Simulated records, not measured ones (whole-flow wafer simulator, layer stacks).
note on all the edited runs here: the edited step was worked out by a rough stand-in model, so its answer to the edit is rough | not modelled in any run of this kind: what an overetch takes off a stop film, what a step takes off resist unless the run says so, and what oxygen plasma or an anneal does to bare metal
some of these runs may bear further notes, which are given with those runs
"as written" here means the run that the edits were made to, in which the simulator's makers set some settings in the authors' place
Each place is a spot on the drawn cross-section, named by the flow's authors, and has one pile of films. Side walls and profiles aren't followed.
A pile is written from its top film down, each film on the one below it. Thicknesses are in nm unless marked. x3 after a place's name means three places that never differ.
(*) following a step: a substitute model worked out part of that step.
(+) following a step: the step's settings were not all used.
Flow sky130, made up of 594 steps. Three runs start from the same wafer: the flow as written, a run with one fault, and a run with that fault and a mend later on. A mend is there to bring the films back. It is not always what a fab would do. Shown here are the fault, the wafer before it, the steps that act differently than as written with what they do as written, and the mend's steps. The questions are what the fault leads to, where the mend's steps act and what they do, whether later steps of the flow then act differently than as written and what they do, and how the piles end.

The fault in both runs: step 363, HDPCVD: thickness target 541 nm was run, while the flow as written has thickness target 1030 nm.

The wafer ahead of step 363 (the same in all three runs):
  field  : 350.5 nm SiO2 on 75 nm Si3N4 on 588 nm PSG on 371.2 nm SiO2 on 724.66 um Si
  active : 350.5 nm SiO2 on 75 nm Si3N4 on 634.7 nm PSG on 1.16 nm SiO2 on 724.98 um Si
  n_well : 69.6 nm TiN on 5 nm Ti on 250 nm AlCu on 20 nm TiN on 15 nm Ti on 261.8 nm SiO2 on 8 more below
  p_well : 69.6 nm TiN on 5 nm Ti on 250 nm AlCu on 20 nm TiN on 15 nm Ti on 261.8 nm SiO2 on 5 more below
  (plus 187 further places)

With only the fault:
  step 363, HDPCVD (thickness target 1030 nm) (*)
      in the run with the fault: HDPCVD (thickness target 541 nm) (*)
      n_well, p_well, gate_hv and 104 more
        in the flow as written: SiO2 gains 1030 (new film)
        in the run with the fault: SiO2 gains 541 (new film)
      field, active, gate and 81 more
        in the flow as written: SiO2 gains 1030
        in the run with the fault: SiO2 gains 541
  Steps further on in the flow that do not act as written (25 more steps, not shown, differ only slightly: by at most 2% or 0.5 nm, whichever is larger):
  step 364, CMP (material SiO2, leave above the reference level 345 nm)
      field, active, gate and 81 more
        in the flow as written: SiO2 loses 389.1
        in the run with the fault: nothing
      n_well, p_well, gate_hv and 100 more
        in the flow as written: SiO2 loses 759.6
        in the run with the fault: SiO2 loses 270.6
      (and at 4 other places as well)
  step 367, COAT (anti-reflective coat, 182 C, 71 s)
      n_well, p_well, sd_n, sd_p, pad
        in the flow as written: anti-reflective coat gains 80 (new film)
        in the run with the fault: anti-reflective coat gains 3 (new film)
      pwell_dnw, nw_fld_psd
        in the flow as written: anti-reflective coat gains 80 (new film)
        in the run with the fault: anti-reflective coat gains 58.9 (new film)
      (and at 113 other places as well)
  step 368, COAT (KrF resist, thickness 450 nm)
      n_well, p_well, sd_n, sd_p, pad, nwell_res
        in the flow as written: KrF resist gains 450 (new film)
        in the run with the fault: KrF resist gains 430.5 (new film)
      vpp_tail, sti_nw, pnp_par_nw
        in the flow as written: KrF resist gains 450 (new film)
        in the run with the fault: KrF resist gains 437.6 (new film)
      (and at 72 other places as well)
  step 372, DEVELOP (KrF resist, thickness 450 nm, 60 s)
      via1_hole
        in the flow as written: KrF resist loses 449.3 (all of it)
        in the run with the fault: KrF resist loses 429.7 (all of it)
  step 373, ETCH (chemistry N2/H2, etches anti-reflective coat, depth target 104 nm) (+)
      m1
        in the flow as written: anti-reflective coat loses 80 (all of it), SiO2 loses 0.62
        in the run with the fault: anti-reflective coat loses 19.2 (all of it)
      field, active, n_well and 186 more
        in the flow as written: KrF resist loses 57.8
        in the run with the fault: KrF resist loses 10.7
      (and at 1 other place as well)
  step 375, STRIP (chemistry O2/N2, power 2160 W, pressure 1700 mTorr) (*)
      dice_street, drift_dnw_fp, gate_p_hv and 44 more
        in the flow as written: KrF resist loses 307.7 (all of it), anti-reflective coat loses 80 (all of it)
        in the run with the fault: KrF resist loses 354.7 (all of it), anti-reflective coat loses 80 (all of it)
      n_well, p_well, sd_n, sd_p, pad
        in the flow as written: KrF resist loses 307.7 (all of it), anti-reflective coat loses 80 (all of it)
        in the run with the fault: KrF resist loses 335.3 (all of it), anti-reflective coat loses 3 (all of it)
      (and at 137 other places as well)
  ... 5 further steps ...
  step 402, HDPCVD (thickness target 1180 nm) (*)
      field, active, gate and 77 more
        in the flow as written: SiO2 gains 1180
        in the run with the fault: SiO2 gains 1180 (new film)
  The piles end different from the flow's at field, active, gate and 84 more by more than 2% or 0.5 nm, whichever is larger.
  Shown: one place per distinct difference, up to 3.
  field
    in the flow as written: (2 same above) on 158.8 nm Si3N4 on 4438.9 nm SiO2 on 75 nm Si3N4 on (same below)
    in the run with the fault: (2 same above) on 158.8 nm Si3N4 on 3458.7 nm SiO2 on 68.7 nm W on 20 nm TiN on 891.5 nm SiO2 on 75 nm Si3N4 on (same below)
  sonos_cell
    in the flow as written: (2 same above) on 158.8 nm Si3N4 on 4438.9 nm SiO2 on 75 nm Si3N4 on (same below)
    in the run with the fault: (2 same above) on 158.8 nm Si3N4 on 3458.7 nm SiO2 on 68.8 nm W on 20 nm TiN on 891.5 nm SiO2 on 75 nm Si3N4 on (same below)
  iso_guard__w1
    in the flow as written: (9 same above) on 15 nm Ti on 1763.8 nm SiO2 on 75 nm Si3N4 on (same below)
    in the run with the fault: (9 same above) on 15 nm Ti on 783.6 nm SiO2 on 68.8 nm W on 20 nm TiN on 891.5 nm SiO2 on 75 nm Si3N4 on (same below)

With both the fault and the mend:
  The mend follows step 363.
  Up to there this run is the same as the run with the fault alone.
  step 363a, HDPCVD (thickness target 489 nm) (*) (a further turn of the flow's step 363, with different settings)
      field, active, n_well and 188 more
        SiO2 gains 489
  Every later step of the flow that is run acts as written at every place that is followed.
  At every place that both follow, the piles at the end match the flow's.
